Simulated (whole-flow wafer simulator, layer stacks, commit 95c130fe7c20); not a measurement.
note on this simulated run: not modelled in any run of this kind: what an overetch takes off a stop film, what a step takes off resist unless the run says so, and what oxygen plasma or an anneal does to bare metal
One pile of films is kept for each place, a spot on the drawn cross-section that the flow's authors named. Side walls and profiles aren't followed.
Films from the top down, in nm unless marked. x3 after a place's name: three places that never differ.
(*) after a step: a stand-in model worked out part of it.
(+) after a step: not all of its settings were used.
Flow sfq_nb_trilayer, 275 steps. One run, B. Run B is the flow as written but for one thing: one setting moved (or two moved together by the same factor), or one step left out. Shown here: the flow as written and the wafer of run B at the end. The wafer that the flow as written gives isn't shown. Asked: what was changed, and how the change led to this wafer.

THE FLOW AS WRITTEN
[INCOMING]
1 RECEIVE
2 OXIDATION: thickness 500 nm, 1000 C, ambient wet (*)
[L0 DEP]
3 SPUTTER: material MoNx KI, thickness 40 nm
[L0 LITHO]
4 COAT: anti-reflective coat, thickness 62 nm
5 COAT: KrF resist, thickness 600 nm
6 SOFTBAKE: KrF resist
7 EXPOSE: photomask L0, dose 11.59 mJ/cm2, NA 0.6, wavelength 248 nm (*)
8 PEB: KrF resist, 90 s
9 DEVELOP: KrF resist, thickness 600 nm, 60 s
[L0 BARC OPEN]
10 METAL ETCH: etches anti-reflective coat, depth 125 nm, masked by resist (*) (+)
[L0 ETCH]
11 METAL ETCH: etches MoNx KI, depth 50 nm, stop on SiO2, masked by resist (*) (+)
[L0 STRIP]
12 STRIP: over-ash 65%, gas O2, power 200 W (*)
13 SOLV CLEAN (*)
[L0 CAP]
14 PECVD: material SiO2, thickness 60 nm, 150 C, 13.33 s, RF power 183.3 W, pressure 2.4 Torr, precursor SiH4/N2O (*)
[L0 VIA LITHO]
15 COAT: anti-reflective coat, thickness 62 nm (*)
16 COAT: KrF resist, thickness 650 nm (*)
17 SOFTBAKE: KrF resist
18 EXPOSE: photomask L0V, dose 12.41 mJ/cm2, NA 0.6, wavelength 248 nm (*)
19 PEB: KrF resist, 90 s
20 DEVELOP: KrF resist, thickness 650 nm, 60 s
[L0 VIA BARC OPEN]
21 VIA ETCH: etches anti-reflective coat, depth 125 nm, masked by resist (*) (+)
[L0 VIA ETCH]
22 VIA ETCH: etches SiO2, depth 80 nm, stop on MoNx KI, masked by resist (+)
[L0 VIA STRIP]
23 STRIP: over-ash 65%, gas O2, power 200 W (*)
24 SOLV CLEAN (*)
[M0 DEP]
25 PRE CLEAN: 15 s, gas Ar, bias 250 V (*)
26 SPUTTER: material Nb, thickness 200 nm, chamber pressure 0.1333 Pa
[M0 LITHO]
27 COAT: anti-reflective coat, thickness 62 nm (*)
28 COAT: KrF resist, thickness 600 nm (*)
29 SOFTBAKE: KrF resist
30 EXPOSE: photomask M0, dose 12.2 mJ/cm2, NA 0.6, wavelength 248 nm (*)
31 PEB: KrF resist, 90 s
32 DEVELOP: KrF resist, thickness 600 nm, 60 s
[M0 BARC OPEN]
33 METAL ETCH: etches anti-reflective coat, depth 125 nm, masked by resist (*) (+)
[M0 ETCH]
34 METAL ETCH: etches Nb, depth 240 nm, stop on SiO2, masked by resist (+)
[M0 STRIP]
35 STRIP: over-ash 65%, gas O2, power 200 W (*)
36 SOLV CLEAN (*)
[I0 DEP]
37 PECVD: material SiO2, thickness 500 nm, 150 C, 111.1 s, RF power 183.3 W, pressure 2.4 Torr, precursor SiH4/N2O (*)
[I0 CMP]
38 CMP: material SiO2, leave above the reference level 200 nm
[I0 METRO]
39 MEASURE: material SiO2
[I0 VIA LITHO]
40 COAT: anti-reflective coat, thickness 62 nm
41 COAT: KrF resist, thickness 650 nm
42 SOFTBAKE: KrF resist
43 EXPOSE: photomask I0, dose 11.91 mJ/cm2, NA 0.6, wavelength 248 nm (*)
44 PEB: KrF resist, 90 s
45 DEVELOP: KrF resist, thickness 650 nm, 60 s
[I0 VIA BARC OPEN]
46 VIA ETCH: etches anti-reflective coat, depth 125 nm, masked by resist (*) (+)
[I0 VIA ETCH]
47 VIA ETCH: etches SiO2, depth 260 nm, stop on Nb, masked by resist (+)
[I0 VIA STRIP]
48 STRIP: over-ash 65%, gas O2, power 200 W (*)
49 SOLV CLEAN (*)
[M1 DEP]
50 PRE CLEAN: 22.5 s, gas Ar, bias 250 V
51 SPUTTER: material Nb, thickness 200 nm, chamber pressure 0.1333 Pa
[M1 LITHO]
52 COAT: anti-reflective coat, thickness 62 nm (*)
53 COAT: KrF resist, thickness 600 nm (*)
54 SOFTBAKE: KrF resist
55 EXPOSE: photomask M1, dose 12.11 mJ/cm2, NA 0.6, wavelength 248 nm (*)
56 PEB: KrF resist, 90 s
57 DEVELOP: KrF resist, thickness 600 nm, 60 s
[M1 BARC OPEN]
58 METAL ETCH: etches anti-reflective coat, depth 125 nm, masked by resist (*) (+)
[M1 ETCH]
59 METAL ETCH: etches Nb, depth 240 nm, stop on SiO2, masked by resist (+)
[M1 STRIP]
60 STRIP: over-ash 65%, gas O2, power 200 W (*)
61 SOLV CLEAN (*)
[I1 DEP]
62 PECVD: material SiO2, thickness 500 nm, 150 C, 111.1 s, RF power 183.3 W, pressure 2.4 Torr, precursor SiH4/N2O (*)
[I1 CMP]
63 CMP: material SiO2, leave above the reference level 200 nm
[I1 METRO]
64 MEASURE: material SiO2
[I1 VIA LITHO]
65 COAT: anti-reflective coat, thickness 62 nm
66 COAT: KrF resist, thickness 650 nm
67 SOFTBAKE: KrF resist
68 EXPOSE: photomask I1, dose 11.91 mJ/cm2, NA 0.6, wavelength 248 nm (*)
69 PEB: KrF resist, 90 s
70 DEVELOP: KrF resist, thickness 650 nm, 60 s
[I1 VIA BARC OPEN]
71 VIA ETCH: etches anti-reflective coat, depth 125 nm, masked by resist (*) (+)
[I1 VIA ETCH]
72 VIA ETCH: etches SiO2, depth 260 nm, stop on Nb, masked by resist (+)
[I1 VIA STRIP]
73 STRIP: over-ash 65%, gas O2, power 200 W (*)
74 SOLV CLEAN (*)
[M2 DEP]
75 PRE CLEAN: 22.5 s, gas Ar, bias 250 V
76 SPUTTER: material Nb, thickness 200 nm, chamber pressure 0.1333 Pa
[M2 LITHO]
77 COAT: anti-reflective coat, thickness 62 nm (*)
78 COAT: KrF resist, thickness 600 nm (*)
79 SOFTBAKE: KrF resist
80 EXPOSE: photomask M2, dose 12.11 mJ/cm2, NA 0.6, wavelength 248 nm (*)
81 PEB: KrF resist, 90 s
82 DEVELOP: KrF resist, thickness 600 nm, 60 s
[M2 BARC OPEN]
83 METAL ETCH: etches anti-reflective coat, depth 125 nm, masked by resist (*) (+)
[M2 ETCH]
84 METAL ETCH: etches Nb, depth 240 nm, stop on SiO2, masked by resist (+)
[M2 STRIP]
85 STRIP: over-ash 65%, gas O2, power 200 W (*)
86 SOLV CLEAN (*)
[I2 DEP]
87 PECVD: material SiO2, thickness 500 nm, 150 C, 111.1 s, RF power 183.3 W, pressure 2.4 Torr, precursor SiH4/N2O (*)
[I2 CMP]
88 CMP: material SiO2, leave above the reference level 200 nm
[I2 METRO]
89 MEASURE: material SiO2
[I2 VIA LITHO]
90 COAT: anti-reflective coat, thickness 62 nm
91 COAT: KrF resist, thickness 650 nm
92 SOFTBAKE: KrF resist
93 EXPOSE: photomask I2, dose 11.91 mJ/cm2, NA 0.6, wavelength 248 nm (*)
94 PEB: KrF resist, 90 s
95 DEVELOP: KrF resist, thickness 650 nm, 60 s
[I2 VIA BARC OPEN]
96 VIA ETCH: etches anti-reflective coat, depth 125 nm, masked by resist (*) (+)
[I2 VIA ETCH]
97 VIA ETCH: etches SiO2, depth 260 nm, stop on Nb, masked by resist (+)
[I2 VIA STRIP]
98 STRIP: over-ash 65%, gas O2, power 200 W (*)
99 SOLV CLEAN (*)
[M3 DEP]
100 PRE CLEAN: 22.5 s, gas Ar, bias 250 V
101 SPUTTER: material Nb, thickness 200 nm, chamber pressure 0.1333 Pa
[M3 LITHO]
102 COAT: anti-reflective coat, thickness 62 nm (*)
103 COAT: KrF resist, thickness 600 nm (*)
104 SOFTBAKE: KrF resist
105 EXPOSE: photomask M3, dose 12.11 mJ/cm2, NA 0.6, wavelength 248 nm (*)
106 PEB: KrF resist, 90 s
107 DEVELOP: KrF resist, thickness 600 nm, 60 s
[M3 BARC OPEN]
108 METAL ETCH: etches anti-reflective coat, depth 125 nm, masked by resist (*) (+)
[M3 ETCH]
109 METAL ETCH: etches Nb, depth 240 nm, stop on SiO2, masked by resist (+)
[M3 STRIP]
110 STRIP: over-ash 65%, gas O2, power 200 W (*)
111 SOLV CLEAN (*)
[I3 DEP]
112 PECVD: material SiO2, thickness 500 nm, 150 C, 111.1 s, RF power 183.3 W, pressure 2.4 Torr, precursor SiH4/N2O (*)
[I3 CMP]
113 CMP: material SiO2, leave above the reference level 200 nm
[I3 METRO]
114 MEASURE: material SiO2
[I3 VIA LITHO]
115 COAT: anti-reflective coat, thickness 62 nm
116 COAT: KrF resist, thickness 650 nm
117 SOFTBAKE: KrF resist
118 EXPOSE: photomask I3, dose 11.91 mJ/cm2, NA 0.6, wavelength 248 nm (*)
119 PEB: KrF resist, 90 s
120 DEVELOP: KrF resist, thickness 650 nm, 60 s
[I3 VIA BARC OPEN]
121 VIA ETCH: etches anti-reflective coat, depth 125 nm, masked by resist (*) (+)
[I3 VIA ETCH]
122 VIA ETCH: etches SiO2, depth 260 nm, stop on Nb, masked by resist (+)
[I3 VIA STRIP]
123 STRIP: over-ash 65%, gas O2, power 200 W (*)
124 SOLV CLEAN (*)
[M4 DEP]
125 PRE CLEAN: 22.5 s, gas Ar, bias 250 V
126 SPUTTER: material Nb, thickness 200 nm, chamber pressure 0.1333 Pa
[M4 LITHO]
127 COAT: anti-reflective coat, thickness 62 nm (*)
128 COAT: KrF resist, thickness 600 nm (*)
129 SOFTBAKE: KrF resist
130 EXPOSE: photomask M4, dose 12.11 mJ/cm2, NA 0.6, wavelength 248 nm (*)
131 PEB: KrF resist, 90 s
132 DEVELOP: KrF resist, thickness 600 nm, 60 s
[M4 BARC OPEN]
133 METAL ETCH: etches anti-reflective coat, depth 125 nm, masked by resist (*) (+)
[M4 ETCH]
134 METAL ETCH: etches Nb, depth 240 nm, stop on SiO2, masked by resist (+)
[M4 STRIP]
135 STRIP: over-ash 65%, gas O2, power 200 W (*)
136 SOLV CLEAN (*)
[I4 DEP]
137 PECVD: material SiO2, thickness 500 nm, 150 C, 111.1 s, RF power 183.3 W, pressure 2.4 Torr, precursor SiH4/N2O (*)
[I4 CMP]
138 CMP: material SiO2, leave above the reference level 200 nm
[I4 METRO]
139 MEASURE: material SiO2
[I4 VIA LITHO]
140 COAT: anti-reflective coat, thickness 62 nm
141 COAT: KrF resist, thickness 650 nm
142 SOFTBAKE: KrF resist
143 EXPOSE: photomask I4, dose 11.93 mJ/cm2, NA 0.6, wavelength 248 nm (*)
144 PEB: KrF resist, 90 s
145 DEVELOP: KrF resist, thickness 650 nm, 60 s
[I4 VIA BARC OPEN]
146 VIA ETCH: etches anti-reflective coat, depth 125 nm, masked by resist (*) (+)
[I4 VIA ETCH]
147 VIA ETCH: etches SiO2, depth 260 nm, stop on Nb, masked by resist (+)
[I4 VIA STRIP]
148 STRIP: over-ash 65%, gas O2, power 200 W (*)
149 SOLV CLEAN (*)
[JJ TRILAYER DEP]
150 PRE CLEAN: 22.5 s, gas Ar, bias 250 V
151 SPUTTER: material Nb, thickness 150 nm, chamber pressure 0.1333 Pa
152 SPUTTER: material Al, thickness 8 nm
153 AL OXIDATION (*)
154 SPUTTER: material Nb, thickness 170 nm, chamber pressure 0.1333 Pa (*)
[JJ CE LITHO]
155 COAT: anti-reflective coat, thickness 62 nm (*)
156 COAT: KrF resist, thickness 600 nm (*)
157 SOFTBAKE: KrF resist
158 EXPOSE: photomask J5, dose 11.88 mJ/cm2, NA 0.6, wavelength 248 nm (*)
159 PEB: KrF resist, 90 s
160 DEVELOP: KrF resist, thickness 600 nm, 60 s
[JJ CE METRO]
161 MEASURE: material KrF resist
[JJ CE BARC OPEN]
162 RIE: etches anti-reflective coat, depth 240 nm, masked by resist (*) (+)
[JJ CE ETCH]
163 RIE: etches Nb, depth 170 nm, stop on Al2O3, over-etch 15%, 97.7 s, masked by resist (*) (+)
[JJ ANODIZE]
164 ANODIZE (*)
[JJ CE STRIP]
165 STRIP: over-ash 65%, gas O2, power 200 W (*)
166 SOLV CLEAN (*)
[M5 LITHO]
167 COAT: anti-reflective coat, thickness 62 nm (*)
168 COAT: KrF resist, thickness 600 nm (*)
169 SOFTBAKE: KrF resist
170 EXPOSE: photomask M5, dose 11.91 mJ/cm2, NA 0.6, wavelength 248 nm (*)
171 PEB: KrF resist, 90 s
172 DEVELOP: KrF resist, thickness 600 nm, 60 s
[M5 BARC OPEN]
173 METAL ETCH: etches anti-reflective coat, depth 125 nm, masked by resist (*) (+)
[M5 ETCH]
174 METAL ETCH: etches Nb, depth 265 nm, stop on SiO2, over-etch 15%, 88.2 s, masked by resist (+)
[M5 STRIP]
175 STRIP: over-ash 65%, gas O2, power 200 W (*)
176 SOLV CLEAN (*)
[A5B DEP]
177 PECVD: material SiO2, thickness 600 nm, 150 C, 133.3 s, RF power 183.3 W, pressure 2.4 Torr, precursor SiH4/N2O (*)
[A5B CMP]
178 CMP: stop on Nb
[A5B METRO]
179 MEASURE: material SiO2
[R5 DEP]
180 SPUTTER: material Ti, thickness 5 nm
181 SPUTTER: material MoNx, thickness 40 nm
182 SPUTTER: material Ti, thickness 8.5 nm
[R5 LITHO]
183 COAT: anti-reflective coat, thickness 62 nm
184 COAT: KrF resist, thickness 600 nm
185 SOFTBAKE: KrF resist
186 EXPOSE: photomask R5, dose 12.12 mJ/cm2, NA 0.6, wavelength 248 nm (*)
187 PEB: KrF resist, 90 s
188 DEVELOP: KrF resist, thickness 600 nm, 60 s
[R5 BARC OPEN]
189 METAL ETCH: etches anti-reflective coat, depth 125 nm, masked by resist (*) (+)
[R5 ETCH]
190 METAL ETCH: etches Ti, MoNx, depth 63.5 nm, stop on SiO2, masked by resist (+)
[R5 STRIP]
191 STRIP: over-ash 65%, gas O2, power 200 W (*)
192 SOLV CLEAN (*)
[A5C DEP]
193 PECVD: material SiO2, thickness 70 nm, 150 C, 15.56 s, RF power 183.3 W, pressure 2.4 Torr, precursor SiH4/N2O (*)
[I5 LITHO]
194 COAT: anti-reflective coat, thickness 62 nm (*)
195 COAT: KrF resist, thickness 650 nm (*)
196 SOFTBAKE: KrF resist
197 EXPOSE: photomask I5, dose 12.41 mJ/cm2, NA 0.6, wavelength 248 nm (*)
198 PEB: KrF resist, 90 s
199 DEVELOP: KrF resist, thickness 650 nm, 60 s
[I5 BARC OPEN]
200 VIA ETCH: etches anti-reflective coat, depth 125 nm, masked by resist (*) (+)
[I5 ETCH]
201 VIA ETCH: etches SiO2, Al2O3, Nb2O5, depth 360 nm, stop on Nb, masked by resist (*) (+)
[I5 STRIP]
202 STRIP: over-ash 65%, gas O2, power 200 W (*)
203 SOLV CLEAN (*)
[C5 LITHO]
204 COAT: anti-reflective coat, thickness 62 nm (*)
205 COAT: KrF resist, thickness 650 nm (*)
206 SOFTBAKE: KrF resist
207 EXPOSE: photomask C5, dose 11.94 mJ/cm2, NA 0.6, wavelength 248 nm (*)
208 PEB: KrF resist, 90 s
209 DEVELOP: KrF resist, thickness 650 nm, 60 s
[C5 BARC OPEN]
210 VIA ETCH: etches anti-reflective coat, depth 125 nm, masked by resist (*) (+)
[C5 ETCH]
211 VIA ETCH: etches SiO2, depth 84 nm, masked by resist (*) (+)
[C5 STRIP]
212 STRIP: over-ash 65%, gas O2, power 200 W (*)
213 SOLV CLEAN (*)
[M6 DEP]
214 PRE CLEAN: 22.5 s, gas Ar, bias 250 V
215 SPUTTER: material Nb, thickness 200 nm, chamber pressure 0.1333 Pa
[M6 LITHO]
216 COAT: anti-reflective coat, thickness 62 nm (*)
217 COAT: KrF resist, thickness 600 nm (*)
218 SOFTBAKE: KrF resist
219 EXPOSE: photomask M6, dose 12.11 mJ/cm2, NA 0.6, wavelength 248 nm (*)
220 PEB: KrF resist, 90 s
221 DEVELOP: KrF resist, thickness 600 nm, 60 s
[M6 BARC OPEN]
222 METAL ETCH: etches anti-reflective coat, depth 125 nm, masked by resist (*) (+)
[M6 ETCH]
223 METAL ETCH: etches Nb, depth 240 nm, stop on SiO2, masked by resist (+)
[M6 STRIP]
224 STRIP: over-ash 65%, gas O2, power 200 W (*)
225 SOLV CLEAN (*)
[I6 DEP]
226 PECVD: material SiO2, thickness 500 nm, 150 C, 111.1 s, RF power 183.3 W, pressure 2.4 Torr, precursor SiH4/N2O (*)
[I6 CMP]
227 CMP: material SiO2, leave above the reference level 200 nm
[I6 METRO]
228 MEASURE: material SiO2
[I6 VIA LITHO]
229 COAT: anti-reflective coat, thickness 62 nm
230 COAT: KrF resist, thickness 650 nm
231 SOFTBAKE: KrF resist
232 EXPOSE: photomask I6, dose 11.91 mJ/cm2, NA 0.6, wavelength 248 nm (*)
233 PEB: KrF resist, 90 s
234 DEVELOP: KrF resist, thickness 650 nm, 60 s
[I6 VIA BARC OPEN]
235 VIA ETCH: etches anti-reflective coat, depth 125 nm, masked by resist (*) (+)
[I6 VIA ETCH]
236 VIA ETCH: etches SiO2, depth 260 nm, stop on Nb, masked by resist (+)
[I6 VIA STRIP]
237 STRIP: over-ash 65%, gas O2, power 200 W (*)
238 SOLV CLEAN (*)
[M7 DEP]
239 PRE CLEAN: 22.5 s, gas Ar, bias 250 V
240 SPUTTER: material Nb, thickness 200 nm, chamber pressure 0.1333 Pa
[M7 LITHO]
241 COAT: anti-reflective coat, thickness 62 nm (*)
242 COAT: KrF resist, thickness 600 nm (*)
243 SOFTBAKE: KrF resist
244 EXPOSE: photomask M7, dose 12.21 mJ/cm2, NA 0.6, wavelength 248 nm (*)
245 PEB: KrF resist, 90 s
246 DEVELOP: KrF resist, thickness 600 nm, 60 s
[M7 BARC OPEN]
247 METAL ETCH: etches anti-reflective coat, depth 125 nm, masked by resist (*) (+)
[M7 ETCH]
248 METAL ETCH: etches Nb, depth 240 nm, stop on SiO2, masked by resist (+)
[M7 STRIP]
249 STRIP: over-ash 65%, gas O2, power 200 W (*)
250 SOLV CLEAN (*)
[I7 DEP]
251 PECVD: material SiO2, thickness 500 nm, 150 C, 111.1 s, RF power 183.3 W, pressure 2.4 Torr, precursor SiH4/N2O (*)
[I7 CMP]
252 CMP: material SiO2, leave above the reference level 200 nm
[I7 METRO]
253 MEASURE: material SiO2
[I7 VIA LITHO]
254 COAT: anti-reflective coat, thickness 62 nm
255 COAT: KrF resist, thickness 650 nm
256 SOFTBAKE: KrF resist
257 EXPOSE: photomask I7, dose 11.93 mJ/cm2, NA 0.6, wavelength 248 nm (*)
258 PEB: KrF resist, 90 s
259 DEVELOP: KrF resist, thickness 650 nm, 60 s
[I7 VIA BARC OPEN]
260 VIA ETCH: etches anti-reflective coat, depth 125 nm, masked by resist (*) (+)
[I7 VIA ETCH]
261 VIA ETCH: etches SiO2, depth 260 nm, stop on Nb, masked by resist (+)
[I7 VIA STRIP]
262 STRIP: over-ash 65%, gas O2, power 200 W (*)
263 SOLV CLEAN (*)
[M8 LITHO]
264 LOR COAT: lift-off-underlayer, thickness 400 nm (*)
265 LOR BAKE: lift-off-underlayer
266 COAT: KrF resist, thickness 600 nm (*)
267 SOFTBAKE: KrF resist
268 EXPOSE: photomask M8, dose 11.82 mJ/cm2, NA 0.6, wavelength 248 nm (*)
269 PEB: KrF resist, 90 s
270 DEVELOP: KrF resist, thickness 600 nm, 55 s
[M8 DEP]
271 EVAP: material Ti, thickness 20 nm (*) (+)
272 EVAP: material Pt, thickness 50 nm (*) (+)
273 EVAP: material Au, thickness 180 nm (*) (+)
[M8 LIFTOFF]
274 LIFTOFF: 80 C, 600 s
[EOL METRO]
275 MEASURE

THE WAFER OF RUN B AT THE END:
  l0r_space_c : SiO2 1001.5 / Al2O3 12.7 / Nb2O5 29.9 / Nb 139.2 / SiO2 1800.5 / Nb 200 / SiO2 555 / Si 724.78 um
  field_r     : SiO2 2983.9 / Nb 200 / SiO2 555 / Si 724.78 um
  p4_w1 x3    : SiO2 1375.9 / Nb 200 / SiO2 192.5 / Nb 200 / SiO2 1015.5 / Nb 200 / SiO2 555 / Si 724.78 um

The cause: step 63, CMP: leave above the reference level 238 nm was run, where the flow has leave above the reference level 200 nm.

How the change led to this, step by step:
  63 CMP: material SiO2, leave above the reference level 200 nm
      field_l, be, be_sur and 72 more: SiO2 -62 (as written it would be: SiO2 -100)
      v_sur, via_wl, via_wr and 20 more: SiO2 -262 (as written it would be: SiO2 -300)
      (and at 8 more places)
  72 VIA ETCH: etches SiO2, depth 260 nm, stop on Nb, masked by resist (+)
      via_v: SiO2 -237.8 (all of it) (as written it would be: SiO2 -199.8 (all of it))
  76 SPUTTER: material Nb, thickness 200 nm, chamber pressure 0.1333 Pa
      via_v: Nb +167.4 (as written it would be: Nb +174.5)
  77 COAT: anti-reflective coat, thickness 62 nm (*)
      via_v: anti-reflective coat +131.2 (new film) (as written it would be: anti-reflective coat +123.1 (new film))
      wire: anti-reflective coat +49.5 (new film) (as written it would be: anti-reflective coat +50.6 (new film))
  78 COAT: KrF resist, thickness 600 nm (*)
      via_v: KrF resist +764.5 (new film) (as written it would be: KrF resist +733.7 (new film))
  85 STRIP: over-ash 65%, gas O2, power 200 W (*)
      via_v: KrF resist -546.5 (all of it), anti-reflective coat -131.2 (all of it) (as written it would be: KrF resist -515.8 (all of it), anti-reflective coat -123.1 (all of it))
      wire: KrF resist -372.2 (all of it), anti-reflective coat -49.5 (all of it) (as written it would be: KrF resist -374.9 (all of it), anti-reflective coat -50.6 (all of it))
  87 PECVD: material SiO2, thickness 500 nm, 150 C, 111.1 s, RF power 183.3 W, pressure 2.4 Torr, precursor SiH4/N2O (*)
      via_v: SiO2 +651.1 (new film) (as written it would be: SiO2 +606 (new film))
